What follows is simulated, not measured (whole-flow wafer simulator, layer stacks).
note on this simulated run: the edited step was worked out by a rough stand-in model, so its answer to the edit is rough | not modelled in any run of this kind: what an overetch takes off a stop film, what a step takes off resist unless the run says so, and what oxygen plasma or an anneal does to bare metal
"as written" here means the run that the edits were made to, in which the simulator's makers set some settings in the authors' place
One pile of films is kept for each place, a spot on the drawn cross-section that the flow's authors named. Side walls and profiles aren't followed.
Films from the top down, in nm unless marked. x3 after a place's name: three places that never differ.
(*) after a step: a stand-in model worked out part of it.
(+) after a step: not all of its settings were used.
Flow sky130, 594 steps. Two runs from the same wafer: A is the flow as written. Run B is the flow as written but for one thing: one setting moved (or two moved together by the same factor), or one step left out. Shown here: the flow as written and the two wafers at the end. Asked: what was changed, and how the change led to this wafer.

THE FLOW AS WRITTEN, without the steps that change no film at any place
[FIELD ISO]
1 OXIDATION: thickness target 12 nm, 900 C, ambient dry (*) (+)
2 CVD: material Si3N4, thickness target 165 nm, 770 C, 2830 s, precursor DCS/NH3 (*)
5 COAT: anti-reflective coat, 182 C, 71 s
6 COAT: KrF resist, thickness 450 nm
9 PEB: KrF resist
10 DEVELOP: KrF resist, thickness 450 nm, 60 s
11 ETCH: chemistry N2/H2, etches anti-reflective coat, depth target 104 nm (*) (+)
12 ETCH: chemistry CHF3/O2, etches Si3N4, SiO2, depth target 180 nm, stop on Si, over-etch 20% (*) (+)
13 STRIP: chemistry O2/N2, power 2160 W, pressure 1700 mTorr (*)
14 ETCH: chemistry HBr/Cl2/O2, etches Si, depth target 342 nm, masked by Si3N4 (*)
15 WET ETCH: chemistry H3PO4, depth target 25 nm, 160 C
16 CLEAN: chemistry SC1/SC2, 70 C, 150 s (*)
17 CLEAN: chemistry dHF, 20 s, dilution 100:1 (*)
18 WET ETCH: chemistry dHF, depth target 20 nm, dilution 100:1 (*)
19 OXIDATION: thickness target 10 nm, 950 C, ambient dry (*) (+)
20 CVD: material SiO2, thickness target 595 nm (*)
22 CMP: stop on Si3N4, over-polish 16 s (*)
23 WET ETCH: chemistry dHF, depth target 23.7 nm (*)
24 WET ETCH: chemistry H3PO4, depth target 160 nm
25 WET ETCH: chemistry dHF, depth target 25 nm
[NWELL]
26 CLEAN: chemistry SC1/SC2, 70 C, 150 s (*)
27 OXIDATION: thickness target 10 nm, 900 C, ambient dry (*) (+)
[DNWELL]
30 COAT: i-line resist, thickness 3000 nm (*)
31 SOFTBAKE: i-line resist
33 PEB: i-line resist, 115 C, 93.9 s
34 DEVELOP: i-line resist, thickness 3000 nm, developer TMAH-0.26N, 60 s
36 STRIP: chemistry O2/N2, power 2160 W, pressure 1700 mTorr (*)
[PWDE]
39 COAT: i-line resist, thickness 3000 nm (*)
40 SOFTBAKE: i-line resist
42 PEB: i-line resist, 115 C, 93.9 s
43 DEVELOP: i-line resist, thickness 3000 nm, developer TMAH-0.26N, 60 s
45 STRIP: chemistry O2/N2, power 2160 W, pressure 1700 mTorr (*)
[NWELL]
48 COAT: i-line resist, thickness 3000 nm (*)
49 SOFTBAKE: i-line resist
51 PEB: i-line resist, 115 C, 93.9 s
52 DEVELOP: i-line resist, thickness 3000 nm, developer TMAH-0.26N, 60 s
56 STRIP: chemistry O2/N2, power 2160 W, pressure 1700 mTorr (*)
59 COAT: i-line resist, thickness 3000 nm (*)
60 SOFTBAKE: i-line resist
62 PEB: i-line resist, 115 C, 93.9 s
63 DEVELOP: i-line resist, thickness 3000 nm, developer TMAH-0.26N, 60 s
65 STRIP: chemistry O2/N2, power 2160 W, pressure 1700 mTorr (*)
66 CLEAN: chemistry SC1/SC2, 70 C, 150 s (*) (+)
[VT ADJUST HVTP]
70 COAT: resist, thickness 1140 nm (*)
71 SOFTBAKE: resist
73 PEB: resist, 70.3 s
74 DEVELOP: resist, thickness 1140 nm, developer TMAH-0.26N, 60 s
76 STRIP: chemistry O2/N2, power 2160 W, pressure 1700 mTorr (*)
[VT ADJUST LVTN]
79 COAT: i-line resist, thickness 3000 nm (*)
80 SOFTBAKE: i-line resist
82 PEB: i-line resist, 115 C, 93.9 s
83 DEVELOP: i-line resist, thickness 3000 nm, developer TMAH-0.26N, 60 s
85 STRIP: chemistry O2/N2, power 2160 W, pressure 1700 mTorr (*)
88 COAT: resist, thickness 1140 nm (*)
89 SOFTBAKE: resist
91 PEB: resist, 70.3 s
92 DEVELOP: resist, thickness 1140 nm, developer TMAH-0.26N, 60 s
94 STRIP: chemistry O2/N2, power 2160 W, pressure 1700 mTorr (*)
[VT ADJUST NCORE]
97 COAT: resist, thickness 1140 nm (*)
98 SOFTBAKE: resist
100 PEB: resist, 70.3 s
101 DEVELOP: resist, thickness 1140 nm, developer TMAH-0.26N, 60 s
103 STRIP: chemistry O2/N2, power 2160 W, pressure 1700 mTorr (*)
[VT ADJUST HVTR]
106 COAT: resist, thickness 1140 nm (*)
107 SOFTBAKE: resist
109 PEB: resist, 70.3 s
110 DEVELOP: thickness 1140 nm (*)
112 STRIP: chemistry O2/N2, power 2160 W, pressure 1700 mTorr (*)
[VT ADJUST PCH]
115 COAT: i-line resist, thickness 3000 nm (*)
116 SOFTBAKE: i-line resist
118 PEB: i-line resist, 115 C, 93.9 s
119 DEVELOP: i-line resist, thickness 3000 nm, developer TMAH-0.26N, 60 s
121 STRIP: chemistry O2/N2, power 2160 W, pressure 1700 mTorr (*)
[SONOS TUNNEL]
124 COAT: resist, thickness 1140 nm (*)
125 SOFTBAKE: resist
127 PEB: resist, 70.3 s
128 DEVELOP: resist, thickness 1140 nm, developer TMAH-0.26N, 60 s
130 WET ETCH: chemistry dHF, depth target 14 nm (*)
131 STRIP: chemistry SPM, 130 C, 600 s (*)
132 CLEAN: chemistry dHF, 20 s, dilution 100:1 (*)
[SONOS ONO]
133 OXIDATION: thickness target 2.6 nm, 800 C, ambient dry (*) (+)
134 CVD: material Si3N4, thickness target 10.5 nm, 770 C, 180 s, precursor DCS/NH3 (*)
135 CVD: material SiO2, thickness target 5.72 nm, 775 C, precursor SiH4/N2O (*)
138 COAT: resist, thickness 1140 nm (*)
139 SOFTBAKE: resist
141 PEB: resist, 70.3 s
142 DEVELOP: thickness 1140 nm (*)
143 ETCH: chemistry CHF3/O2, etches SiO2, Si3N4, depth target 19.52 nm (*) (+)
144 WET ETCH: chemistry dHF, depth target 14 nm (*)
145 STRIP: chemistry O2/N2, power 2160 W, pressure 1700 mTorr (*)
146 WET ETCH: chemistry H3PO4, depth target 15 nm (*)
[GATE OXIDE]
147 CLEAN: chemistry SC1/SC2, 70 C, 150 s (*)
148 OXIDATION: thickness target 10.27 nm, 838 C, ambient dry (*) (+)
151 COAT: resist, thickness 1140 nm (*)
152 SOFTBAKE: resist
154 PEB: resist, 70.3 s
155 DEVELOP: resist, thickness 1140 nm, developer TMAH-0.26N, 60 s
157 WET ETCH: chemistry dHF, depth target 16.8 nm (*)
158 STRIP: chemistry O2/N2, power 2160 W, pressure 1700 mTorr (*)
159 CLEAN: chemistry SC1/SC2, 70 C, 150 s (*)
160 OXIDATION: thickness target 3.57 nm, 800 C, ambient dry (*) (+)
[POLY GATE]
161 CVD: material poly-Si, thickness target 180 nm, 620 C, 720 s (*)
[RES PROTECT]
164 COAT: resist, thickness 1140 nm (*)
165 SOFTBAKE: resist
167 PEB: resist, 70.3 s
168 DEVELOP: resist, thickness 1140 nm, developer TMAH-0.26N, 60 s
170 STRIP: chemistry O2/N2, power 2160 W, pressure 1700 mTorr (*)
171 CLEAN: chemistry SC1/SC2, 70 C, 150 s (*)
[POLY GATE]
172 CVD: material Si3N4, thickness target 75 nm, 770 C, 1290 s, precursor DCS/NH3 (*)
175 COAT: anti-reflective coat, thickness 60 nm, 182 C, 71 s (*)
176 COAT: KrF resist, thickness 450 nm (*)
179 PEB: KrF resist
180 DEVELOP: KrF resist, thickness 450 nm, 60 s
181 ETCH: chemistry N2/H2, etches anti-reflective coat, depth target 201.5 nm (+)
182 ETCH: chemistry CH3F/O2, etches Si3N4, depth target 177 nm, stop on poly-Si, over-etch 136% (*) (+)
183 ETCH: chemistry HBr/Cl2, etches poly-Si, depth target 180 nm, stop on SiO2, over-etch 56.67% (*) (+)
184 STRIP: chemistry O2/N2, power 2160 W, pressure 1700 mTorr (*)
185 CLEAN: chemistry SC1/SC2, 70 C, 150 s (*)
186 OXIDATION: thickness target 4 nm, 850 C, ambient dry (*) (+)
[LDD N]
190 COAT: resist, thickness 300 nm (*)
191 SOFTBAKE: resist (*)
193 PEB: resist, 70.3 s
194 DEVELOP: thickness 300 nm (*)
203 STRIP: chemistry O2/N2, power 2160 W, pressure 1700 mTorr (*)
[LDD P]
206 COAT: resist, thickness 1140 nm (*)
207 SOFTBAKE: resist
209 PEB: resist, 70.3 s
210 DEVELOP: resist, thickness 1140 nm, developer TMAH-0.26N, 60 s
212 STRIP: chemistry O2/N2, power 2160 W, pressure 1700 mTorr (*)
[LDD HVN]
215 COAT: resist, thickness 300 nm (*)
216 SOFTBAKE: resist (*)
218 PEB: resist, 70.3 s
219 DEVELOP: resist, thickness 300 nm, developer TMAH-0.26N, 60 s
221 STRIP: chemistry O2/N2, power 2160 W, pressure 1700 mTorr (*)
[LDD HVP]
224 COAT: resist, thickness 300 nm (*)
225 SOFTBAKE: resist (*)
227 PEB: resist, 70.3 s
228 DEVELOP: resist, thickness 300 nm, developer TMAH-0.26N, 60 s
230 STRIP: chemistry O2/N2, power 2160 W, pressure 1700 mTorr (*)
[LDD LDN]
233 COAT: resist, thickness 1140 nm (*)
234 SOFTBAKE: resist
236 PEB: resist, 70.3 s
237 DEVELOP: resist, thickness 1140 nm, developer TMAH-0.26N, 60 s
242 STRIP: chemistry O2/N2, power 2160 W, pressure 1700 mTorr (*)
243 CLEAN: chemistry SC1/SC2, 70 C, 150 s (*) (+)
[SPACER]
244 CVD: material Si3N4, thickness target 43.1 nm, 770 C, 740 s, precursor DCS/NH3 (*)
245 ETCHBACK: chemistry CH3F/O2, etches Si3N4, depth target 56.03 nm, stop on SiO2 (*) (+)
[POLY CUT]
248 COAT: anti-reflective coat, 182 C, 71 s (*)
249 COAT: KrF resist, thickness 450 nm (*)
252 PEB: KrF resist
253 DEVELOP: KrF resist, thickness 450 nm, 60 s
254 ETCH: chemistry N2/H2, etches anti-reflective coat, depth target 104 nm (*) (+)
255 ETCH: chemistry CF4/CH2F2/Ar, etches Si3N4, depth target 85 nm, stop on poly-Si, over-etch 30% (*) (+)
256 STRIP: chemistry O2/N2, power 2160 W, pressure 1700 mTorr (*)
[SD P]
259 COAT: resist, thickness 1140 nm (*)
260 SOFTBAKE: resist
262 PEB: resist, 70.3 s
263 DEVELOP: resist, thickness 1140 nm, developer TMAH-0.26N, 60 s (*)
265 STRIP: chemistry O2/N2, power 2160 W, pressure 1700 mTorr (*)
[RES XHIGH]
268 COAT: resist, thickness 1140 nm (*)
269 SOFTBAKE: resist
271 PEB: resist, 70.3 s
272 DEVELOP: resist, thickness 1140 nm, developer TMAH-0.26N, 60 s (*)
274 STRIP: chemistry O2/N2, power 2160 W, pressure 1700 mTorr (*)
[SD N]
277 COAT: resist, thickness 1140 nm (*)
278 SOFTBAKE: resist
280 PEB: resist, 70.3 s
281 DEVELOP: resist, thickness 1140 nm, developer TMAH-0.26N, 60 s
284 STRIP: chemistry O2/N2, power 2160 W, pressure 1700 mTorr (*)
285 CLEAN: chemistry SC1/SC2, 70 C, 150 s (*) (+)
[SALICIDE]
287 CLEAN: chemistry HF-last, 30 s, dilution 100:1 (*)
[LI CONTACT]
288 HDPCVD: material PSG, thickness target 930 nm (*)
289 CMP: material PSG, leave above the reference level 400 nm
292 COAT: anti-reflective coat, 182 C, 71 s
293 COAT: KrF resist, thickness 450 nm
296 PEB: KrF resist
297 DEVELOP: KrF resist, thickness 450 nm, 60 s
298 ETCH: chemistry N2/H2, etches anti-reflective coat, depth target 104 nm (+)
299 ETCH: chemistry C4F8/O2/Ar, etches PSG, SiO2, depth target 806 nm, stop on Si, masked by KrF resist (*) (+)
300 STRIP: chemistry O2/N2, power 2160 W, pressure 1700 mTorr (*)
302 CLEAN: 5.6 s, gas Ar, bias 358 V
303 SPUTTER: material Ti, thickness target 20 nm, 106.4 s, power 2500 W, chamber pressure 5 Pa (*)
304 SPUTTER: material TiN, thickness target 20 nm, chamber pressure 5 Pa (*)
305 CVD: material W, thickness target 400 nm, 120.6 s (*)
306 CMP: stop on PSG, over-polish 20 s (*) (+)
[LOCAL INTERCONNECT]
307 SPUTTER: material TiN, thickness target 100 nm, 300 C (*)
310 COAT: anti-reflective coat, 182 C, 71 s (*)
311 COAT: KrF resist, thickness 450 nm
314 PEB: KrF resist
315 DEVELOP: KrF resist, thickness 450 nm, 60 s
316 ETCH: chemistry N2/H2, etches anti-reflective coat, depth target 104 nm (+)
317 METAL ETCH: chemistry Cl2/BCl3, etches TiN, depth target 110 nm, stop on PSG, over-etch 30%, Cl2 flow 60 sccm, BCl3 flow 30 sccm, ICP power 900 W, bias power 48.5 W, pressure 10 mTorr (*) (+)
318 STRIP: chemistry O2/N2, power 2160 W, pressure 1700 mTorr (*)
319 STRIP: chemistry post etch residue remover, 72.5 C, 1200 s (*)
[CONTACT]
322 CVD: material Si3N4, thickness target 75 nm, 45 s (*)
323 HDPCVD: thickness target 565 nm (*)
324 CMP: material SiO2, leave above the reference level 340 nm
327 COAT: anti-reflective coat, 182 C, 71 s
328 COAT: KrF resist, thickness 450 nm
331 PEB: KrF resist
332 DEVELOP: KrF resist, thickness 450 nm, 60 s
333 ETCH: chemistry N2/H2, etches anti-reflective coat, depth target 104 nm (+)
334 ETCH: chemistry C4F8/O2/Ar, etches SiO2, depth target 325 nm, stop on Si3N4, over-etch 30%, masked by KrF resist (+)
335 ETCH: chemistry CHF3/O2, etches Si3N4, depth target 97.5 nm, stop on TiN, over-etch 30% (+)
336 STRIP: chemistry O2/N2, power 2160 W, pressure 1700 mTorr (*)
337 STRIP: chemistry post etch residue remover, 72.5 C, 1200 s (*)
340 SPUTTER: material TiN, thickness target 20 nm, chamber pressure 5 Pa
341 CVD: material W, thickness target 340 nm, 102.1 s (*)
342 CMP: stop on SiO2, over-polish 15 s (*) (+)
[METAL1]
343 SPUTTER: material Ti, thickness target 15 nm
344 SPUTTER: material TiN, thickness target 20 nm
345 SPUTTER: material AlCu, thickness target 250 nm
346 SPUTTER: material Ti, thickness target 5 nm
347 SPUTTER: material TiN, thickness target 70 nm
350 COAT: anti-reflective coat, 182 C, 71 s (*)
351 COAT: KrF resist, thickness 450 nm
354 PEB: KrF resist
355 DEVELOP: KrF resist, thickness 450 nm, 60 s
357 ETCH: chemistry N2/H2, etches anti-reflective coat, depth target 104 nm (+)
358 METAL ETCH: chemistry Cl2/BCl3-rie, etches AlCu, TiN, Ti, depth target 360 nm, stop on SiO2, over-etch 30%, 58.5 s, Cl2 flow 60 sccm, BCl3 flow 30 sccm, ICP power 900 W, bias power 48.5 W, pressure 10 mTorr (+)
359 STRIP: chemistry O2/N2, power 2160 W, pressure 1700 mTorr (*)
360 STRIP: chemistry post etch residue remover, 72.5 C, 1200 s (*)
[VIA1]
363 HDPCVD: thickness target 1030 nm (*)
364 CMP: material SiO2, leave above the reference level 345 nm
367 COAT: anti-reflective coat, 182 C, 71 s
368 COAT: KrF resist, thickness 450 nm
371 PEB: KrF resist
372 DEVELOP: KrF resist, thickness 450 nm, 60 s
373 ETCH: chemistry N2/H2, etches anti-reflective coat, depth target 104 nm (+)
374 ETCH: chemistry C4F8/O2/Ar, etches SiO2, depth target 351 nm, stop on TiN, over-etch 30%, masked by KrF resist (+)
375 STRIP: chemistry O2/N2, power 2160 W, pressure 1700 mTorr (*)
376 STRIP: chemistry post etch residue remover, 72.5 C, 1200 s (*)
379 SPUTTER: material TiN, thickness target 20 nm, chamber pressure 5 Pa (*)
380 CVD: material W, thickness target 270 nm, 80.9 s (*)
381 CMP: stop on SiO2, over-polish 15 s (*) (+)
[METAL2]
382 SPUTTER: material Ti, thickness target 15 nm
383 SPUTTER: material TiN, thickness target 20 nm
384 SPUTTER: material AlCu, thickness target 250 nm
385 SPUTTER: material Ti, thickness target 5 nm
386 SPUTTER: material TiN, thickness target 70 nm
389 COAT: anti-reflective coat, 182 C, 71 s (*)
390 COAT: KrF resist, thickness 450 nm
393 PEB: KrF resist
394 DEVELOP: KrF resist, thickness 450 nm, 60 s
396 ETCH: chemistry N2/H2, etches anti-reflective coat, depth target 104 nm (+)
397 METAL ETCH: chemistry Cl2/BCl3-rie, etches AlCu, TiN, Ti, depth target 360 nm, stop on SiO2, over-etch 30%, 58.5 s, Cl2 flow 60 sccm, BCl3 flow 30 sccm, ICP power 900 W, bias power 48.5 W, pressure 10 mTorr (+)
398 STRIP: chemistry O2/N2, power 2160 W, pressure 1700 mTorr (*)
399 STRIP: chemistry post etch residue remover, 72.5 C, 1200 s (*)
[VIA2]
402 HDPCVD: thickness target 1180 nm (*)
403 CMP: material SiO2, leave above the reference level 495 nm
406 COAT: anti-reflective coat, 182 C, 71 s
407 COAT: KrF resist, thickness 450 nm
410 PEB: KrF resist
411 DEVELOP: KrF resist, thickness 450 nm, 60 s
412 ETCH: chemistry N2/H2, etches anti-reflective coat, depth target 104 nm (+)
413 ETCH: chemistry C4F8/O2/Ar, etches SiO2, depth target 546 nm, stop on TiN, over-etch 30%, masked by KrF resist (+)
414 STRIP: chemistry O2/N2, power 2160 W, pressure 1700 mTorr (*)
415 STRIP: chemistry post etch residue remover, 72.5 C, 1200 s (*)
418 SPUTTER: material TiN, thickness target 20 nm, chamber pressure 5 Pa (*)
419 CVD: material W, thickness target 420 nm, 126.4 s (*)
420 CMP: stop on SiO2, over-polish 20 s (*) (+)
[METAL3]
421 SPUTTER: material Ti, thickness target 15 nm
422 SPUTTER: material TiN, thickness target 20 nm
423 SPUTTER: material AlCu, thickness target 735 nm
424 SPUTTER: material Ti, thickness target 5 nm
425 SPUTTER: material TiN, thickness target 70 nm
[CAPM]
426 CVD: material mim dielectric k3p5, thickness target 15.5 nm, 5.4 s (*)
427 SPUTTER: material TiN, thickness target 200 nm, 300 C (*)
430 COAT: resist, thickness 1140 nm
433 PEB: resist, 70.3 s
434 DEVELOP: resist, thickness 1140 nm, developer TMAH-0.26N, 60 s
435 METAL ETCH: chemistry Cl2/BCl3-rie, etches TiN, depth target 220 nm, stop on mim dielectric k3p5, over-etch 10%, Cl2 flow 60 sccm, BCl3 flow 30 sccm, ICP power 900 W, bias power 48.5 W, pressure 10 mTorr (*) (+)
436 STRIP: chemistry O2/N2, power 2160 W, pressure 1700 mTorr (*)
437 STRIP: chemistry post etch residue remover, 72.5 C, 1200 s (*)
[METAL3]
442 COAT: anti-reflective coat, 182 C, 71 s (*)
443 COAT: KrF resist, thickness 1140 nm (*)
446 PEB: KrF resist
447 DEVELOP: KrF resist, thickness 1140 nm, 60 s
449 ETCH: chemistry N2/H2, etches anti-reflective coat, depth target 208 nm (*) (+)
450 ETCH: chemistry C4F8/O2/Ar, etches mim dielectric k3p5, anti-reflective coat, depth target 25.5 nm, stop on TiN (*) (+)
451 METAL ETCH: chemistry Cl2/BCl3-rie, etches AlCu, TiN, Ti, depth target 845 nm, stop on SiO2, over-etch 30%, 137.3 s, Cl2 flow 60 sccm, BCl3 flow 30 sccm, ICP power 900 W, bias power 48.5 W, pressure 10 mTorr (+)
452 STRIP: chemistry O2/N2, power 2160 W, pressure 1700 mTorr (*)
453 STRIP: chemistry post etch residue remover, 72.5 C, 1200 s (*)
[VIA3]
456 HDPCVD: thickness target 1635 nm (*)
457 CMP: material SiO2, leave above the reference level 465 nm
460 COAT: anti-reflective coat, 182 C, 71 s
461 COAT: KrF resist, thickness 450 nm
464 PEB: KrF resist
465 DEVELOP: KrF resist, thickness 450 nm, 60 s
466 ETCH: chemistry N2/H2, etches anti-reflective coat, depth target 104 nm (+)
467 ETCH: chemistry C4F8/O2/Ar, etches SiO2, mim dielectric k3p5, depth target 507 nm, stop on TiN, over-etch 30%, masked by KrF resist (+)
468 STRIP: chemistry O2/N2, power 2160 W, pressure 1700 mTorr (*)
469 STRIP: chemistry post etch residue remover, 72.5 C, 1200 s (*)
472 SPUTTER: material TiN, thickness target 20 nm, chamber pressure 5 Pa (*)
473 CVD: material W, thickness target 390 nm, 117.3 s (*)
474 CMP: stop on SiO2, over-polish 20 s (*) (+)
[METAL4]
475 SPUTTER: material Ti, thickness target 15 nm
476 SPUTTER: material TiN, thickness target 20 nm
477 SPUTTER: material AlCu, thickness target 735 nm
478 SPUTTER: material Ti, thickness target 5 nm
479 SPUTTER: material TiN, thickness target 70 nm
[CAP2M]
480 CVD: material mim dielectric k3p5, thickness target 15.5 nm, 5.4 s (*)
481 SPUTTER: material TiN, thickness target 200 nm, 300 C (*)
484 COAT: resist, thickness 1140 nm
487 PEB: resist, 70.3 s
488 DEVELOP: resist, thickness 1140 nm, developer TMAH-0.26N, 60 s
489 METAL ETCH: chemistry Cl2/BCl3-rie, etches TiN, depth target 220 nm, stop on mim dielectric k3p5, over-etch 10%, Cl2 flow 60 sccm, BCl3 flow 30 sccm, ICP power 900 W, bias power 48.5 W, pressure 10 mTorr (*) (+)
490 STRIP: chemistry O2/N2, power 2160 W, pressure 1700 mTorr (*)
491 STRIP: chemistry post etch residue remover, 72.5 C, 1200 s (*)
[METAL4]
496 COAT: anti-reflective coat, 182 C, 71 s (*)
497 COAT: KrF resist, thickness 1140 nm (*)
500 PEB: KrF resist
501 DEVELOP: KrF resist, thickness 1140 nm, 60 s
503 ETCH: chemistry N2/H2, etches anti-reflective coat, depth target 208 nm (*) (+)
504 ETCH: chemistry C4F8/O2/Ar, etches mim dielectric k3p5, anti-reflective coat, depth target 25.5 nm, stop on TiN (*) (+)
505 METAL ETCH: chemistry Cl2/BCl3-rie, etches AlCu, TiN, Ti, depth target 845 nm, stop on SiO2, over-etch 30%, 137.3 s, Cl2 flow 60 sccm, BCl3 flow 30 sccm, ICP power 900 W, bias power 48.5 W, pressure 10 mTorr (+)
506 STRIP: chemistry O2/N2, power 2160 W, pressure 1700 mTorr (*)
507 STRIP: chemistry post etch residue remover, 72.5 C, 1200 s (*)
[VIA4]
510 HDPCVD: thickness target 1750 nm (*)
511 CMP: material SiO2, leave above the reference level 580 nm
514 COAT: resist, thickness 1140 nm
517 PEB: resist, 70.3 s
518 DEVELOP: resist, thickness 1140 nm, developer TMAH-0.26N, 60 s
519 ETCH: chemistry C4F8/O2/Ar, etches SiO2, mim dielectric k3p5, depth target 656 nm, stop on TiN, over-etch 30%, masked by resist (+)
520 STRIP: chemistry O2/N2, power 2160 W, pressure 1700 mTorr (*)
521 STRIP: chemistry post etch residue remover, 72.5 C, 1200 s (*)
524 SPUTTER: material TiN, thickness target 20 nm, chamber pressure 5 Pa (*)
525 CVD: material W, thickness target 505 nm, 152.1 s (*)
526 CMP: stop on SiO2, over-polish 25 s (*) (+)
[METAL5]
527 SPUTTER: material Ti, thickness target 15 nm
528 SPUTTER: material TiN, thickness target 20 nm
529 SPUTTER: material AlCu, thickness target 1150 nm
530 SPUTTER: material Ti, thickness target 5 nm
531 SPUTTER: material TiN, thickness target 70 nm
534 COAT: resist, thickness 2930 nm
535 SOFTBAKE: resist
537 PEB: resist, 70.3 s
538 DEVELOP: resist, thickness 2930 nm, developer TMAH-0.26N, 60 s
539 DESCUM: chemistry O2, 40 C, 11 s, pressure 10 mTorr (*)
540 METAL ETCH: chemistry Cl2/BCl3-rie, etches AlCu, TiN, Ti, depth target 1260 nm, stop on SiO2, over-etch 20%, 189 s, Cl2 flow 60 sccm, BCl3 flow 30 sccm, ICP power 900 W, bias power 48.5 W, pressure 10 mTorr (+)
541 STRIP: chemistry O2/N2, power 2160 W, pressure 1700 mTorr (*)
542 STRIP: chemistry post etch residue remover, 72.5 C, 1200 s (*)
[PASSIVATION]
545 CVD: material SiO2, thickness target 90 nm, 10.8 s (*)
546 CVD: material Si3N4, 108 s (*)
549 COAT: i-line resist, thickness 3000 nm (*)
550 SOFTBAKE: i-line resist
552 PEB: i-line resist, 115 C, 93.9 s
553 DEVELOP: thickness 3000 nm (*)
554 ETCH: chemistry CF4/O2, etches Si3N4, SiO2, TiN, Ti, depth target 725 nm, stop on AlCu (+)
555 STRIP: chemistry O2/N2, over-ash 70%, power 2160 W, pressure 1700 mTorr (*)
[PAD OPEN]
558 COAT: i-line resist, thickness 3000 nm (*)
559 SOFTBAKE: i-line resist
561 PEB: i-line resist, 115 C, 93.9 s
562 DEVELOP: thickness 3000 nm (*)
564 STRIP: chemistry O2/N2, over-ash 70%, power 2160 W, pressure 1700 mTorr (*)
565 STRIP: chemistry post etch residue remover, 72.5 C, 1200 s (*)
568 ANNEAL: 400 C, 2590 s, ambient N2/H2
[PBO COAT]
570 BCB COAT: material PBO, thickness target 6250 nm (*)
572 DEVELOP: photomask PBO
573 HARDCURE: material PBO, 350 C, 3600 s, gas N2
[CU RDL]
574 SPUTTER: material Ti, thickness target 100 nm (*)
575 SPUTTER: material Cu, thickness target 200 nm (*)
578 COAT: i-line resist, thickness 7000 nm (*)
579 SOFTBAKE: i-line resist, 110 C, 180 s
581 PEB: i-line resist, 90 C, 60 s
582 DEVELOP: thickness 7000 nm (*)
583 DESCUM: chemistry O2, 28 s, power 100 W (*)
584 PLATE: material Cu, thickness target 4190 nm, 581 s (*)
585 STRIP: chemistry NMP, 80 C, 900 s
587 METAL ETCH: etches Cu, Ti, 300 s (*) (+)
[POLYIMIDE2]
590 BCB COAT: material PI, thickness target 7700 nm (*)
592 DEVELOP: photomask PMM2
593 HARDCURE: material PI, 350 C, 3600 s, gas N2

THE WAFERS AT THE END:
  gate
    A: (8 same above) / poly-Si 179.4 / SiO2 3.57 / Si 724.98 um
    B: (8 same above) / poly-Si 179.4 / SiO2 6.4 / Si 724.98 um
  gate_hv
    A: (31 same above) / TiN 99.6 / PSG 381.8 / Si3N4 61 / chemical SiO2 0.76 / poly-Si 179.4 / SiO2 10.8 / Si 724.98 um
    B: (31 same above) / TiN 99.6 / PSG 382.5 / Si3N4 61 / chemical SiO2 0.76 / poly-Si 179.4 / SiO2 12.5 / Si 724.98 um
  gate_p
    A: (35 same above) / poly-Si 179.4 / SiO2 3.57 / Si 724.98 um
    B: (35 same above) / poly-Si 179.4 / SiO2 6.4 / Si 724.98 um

The cause: step 160, OXIDATION: 880 C was run, where the flow has 800 C.

How the change led to this, step by step:
  160 OXIDATION: thickness target 3.57 nm, 800 C, ambient dry (*) (+)
      active, n_well, p_well and 58 more: A SiO2 +3.57 (new film), chemical SiO2 -0.76 (all of it), Si -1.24 | B SiO2 +6.4 (new film), chemical SiO2 -0.76 (all of it), Si -2.48
      gate_hv, m1, pad and 37 more: A SiO2 +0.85, Si -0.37 | B SiO2 +2.54, Si -1.12
  175 COAT: anti-reflective coat, thickness 60 nm, 182 C, 71 s (*)
      wcut_fox_pw_lv: A anti-reflective coat +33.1 (new film) | B anti-reflective coat +33.8 (new film)
  184 STRIP: chemistry O2/N2, power 2160 W, pressure 1700 mTorr (*)
      wcut_fox_pw_lv: A KrF resist -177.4 (all of it), anti-reflective coat -33.1 (all of it) | B KrF resist -177.6 (all of it), anti-reflective coat -33.8 (all of it)
  248 COAT: anti-reflective coat, 182 C, 71 s (*)
      gate_p_hv: A anti-reflective coat +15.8 (new film) | B anti-reflective coat +14.9 (new film)
      poly_endcap_nw: A anti-reflective coat +11.4 (new film) | B anti-reflective coat +12.2 (new film)
  256 STRIP: chemistry O2/N2, power 2160 W, pressure 1700 mTorr (*)
      gate_p_hv: A KrF resist -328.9 (all of it), anti-reflective coat -15.8 (all of it) | B KrF resist -329.4 (all of it), anti-reflective coat -14.9 (all of it)
      poly_endcap_nw: A KrF resist -294.6 (all of it), anti-reflective coat -11.4 (all of it) | B KrF resist -294.4 (all of it), anti-reflective coat -12.2 (all of it)
  299 ETCH: chemistry C4F8/O2/Ar, etches PSG, SiO2, depth target 806 nm, stop on Si, masked by KrF resist (*) (+)
      contact, ndiff_licon, ndiff_licon_cpp: A PSG -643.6 (all of it), SiO2 -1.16 (all of it) | B PSG -643.7 (all of it), SiO2 -3.8 (all of it)
  303 SPUTTER: material Ti, thickness target 20 nm, 106.4 s, power 2500 W, chamber pressure 5 Pa (*)
      ndiff_licon_cpp: A Ti +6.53 (new film) | B Ti +7.2 (new film)
  306 CMP: stop on PSG, over-polish 20 s (*) (+)
      poly_licon: A W -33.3 | B W -31.9
